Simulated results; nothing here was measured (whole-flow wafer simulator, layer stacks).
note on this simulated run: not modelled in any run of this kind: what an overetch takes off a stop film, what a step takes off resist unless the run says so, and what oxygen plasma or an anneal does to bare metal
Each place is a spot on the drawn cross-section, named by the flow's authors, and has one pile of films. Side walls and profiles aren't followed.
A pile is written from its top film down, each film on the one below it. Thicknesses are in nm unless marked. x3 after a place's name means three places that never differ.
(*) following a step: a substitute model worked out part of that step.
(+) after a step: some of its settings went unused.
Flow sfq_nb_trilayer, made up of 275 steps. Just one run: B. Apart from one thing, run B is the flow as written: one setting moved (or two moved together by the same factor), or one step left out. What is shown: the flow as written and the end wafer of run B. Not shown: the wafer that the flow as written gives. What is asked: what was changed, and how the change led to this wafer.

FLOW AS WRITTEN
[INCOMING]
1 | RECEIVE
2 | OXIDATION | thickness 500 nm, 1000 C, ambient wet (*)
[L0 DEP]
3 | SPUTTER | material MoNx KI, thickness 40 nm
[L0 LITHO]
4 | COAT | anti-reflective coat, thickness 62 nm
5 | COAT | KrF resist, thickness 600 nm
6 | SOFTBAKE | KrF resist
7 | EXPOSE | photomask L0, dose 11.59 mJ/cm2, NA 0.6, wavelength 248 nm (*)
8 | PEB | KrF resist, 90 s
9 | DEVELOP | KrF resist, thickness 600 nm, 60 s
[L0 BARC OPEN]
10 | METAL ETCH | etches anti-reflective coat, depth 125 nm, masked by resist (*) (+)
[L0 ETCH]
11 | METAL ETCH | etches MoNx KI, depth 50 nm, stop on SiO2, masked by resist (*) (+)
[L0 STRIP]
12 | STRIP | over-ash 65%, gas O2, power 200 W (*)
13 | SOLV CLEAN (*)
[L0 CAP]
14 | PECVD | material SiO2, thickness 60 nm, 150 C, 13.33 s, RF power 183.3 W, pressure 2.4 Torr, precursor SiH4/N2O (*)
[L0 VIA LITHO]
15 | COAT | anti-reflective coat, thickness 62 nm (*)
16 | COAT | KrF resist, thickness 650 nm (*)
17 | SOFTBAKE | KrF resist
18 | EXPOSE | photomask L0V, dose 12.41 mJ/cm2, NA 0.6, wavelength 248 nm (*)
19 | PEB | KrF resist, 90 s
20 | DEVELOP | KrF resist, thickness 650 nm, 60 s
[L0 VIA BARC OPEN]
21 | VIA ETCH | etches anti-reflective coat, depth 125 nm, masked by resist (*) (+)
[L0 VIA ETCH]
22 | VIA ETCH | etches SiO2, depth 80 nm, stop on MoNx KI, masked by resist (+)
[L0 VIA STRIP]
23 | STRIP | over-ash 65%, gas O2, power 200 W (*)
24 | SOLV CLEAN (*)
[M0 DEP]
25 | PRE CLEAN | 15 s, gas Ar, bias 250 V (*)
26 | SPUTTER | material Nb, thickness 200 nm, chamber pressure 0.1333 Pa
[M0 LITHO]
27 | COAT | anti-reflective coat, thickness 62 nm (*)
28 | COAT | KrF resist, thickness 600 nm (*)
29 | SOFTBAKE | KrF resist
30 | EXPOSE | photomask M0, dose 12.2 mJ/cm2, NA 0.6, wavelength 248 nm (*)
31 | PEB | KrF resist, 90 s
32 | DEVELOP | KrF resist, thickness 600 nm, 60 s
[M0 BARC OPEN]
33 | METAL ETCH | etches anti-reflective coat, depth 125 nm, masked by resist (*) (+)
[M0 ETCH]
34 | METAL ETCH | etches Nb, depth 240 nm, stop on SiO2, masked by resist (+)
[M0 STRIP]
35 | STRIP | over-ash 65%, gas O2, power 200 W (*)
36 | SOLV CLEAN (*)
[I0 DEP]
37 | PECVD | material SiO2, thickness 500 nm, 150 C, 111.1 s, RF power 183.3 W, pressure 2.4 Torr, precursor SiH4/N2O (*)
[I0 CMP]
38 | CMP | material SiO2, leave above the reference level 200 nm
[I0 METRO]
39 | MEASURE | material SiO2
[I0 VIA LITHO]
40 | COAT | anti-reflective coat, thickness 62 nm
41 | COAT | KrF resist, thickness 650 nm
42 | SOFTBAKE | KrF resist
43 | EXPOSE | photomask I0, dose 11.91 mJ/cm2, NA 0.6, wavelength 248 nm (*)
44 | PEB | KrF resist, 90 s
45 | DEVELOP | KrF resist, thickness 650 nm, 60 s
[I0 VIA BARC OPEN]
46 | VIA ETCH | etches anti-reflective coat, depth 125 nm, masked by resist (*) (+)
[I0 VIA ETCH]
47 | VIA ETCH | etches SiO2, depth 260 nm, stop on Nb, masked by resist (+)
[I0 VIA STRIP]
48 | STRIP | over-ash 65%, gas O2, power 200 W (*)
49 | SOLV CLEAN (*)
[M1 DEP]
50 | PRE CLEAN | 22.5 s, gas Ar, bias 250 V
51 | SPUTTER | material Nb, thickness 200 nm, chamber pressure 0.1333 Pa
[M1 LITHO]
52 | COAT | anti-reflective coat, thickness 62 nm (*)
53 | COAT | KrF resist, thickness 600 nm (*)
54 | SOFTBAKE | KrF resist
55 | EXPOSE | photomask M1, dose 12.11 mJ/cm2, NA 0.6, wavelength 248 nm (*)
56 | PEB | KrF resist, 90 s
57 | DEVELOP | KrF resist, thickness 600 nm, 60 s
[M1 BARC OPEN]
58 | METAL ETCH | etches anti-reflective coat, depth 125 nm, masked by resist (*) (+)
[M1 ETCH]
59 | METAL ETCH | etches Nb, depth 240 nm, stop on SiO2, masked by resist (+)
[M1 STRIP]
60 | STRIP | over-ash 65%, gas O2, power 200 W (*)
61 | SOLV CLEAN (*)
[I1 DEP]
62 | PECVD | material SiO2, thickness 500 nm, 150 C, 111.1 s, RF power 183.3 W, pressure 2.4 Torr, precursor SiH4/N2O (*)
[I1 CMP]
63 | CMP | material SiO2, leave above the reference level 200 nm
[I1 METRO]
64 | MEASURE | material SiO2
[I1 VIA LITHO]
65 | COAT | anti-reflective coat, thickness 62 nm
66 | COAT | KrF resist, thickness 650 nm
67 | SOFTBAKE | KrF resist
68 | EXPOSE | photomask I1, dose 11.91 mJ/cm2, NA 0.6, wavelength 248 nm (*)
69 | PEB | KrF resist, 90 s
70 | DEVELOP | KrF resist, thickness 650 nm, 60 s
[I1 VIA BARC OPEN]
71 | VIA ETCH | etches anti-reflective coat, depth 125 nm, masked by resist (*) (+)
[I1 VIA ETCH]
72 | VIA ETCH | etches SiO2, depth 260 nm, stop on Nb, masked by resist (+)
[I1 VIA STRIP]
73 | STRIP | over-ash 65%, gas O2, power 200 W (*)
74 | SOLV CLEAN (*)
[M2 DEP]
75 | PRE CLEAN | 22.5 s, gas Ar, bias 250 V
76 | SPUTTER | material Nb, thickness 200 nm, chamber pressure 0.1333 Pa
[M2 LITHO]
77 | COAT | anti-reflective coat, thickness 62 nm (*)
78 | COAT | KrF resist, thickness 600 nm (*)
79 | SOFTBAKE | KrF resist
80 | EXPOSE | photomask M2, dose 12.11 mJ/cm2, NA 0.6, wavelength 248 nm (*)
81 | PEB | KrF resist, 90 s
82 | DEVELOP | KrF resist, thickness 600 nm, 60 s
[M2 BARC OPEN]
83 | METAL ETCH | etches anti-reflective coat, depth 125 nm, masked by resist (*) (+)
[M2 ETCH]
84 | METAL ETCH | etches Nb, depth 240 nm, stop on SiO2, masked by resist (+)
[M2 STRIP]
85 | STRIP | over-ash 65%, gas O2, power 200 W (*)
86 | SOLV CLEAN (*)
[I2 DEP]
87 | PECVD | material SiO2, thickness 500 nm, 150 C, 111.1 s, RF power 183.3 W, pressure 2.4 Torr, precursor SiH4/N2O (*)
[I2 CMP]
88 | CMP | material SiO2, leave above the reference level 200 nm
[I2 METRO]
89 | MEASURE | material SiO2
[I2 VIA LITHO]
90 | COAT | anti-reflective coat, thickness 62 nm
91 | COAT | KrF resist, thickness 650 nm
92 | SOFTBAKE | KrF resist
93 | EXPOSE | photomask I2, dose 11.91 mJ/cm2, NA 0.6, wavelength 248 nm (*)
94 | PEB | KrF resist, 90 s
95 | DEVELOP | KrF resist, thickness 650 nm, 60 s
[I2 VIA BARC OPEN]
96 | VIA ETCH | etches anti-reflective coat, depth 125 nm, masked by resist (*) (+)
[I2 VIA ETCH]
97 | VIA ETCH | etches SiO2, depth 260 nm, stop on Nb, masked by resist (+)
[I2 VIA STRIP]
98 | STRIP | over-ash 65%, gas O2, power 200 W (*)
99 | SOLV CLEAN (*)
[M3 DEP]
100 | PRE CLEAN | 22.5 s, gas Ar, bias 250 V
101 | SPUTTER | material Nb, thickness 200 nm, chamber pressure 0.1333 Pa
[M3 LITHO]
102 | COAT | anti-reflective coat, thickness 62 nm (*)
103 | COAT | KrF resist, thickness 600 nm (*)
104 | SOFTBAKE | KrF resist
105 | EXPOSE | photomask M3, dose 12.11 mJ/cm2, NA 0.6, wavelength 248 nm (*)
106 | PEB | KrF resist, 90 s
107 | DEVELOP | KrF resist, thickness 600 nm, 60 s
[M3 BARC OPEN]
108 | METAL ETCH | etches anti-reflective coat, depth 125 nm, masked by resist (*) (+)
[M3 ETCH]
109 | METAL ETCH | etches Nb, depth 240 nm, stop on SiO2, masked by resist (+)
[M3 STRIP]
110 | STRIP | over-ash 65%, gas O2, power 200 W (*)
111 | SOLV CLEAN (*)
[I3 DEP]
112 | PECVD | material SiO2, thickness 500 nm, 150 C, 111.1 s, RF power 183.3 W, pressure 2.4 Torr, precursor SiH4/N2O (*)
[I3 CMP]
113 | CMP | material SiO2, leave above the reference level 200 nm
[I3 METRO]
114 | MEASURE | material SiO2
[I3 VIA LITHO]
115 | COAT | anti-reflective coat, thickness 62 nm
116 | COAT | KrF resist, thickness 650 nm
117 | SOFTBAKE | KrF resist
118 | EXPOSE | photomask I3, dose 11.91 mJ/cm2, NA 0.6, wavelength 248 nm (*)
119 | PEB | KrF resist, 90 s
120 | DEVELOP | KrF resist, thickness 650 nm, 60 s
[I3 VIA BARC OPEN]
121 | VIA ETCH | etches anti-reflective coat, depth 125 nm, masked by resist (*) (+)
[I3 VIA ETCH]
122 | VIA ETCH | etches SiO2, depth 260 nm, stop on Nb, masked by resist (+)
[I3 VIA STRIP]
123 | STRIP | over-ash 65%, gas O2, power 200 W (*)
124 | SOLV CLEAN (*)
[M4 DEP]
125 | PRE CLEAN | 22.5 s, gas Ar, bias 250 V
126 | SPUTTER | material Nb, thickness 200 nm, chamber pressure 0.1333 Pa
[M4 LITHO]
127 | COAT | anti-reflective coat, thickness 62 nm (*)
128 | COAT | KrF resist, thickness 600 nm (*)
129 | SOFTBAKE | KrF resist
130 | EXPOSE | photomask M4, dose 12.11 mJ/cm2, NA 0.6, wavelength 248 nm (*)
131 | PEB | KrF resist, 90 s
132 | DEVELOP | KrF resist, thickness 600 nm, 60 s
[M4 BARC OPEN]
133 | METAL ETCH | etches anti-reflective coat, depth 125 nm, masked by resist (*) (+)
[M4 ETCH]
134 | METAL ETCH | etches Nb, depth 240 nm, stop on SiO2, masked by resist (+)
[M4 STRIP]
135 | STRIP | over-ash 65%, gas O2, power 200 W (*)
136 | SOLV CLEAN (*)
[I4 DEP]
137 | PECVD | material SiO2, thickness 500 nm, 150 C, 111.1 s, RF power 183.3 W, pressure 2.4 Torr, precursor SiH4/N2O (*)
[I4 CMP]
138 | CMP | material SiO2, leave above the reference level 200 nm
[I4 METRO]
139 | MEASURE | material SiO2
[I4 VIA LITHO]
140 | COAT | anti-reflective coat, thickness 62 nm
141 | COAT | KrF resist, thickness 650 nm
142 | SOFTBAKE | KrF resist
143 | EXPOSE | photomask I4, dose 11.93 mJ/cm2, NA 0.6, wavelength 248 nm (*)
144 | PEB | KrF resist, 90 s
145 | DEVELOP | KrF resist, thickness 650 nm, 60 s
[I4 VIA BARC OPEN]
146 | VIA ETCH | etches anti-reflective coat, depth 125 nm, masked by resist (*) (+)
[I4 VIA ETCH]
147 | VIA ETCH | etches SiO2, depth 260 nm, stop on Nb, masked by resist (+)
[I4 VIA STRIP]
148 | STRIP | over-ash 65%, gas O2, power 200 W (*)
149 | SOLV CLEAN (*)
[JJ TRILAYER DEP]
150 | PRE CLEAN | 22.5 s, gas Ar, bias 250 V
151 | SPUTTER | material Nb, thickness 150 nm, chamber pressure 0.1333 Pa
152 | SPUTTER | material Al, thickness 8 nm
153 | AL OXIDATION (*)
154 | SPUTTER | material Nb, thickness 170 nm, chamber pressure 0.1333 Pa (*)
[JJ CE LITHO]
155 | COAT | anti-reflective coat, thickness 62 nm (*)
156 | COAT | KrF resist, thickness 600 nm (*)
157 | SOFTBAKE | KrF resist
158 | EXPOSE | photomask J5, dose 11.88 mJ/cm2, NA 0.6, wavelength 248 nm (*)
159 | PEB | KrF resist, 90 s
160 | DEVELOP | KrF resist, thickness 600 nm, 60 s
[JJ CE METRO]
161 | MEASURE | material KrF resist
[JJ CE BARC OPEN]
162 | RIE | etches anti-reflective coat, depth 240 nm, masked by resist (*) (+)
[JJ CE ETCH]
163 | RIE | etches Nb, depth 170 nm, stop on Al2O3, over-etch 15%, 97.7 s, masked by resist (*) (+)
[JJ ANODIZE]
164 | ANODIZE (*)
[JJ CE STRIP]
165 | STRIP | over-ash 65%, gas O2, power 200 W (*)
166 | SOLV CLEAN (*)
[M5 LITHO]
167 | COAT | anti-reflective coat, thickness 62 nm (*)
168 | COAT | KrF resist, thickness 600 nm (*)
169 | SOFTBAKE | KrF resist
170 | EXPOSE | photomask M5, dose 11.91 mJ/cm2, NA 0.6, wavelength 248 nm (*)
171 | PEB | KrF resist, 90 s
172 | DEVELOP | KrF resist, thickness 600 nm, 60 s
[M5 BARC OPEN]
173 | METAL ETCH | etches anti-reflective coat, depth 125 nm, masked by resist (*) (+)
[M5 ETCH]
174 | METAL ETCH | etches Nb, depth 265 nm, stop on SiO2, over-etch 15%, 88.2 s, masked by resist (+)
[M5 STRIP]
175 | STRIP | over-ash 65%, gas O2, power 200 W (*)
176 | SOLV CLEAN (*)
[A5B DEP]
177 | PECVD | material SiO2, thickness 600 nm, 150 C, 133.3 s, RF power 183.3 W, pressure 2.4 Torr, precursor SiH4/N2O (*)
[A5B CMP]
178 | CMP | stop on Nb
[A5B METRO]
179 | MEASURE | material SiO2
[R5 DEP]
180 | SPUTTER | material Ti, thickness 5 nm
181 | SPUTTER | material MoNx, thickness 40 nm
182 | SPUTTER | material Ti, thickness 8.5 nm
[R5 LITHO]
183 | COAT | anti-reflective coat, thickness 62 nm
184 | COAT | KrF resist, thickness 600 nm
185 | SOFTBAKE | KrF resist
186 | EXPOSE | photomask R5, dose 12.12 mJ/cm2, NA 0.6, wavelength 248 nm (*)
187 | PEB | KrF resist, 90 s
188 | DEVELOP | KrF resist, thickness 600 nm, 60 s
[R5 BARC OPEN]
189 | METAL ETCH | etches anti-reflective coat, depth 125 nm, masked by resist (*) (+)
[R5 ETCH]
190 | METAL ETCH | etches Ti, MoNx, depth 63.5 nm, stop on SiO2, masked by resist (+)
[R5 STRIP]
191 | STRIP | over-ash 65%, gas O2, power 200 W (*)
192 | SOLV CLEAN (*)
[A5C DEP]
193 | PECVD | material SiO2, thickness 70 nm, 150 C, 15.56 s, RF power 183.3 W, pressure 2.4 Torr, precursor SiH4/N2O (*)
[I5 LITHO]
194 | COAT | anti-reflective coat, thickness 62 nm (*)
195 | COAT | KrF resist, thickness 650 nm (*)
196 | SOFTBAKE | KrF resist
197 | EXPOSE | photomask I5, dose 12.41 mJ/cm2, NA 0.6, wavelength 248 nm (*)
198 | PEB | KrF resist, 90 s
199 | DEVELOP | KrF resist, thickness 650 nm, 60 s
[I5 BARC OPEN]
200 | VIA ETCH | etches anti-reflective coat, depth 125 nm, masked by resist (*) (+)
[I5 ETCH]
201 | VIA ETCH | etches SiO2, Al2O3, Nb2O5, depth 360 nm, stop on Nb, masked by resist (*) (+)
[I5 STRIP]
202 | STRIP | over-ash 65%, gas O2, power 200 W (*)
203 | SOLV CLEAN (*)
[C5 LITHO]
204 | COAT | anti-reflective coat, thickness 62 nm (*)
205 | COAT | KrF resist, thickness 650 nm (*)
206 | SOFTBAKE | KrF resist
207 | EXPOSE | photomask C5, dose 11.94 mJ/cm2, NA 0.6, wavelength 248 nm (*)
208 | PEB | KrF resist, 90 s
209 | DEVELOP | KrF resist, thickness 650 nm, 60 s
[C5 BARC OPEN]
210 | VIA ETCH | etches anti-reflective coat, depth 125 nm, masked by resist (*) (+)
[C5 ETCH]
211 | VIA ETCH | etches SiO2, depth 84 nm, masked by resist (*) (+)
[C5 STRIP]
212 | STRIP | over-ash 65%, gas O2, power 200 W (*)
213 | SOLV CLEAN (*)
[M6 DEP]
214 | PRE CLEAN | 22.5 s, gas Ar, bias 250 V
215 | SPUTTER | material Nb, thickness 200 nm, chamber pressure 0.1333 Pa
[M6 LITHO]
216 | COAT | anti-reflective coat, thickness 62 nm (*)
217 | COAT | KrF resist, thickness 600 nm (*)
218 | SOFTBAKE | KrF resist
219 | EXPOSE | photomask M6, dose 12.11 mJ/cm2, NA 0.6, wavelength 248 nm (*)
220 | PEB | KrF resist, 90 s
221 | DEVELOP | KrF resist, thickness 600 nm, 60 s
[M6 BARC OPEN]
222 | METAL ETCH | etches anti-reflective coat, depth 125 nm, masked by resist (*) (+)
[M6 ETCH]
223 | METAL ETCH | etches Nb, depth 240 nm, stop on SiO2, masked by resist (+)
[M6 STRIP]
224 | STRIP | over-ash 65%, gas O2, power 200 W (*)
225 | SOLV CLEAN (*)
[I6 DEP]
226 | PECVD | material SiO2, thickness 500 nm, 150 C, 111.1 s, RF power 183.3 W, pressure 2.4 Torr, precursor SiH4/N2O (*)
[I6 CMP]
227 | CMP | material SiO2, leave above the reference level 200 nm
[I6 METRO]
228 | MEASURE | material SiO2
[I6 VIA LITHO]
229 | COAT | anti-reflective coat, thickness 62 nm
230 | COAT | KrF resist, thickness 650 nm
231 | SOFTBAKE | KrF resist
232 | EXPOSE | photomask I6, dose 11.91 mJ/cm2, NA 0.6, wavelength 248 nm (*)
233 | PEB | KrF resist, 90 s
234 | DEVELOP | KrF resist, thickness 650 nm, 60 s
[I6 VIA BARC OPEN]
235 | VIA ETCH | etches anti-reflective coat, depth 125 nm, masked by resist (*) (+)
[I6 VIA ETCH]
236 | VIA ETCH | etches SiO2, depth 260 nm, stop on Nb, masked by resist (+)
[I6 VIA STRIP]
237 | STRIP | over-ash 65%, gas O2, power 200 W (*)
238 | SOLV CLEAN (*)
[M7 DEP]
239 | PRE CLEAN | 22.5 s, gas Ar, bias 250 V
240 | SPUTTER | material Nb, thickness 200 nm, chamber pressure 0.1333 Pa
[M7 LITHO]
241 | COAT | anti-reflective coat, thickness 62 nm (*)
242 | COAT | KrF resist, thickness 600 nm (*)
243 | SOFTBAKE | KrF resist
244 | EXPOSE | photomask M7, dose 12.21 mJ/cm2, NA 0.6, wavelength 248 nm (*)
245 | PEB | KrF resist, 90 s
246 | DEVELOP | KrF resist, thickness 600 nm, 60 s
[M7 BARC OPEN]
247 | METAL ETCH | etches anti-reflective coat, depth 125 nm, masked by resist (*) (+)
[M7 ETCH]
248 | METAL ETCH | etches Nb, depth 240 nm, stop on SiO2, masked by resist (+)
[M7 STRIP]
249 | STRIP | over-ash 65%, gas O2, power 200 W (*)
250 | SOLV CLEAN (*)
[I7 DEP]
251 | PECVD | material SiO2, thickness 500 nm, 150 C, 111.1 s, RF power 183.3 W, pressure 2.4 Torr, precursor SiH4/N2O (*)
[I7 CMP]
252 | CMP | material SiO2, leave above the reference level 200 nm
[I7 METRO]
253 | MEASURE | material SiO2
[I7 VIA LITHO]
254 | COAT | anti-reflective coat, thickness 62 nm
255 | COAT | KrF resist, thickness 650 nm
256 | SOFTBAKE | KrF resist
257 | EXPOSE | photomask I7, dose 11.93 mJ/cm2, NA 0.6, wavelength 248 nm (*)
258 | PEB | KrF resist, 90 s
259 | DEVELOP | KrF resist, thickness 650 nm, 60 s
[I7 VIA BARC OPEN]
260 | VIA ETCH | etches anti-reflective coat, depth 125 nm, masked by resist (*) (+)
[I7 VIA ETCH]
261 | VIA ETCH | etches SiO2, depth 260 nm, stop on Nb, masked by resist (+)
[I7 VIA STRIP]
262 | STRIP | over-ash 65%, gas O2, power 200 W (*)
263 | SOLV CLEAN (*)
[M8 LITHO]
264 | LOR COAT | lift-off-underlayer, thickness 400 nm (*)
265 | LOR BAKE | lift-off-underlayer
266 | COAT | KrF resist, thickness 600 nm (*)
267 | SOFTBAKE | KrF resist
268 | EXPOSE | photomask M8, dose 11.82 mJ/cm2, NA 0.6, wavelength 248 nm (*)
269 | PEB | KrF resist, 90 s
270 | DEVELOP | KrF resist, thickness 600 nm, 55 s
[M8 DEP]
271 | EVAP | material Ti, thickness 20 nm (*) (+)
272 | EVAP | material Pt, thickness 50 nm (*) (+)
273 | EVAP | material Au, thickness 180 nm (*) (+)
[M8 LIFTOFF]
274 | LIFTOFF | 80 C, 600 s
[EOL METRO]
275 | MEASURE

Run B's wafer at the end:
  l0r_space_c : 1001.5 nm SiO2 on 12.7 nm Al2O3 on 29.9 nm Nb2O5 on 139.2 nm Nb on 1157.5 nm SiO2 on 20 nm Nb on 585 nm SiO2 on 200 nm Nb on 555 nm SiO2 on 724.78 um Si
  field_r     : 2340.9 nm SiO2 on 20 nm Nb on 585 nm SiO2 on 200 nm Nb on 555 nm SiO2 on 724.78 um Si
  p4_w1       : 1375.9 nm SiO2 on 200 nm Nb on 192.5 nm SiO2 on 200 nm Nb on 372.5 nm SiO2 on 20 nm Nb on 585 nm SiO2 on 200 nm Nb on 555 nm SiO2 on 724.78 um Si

Cause: step 84, METAL ETCH: depth 180 nm was run, while the flow as written has depth 240 nm.

How this came from the change, step by step:
  84 | METAL ETCH | etches Nb, depth 240 nm, stop on SiO2, masked by resist (+)
      field_l, be, be_sur and 81 more: -180 Nb (as written it would have been: -200 Nb (all of it))
      v_sur, via_wl, via_w and 19 more: -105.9 KrF resist (as written it would have been: -141.2 KrF resist)
  85 | STRIP | over-ash 65%, gas O2, power 200 W (*)
      wl_j_sl, wl_jj, wl_j_sr and 12 more: -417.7 KrF resist (all of it), -62 anti-reflective coat (all of it) (as written it would have been: -382.4 KrF resist (all of it), -62 anti-reflective coat (all of it))
      v_sur: -415.3 KrF resist (all of it), -61.4 anti-reflective coat (all of it) (as written it would have been: -380 KrF resist (all of it), -61.4 anti-reflective coat (all of it))
      (as well as at 6 more places)
  87 | PECVD | material SiO2, thickness 500 nm, 150 C, 111.1 s, RF power 183.3 W, pressure 2.4 Torr, precursor SiH4/N2O (*)
      field_l, be, be_sur and 81 more: +500 SiO2 (new film) (as written it would have been: +500 SiO2)
  88 | CMP | material SiO2, leave above the reference level 200 nm
      field_l, be, be_sur and 81 more: -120 SiO2 (as written it would have been: -100 SiO2)
With metal films that touch counted as one body, l0r_space_c has 3 bodies (between them, from the top down: SiO2 1157.5; SiO2 585); the flow as written gives 2 bodies (between them, from the top down: SiO2 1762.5).
With metal films that touch counted as one body, field_r has 2 bodies (between them, from the top down: SiO2 585); the flow as written gives 1 body.
With metal films that touch counted as one body, p4_w1 has 4 bodies (between them, from the top down: SiO2 192.5; SiO2 372.5; SiO2 585); the flow as written gives 3 bodies (between them, from the top down: SiO2 192.5; SiO2 977.5).
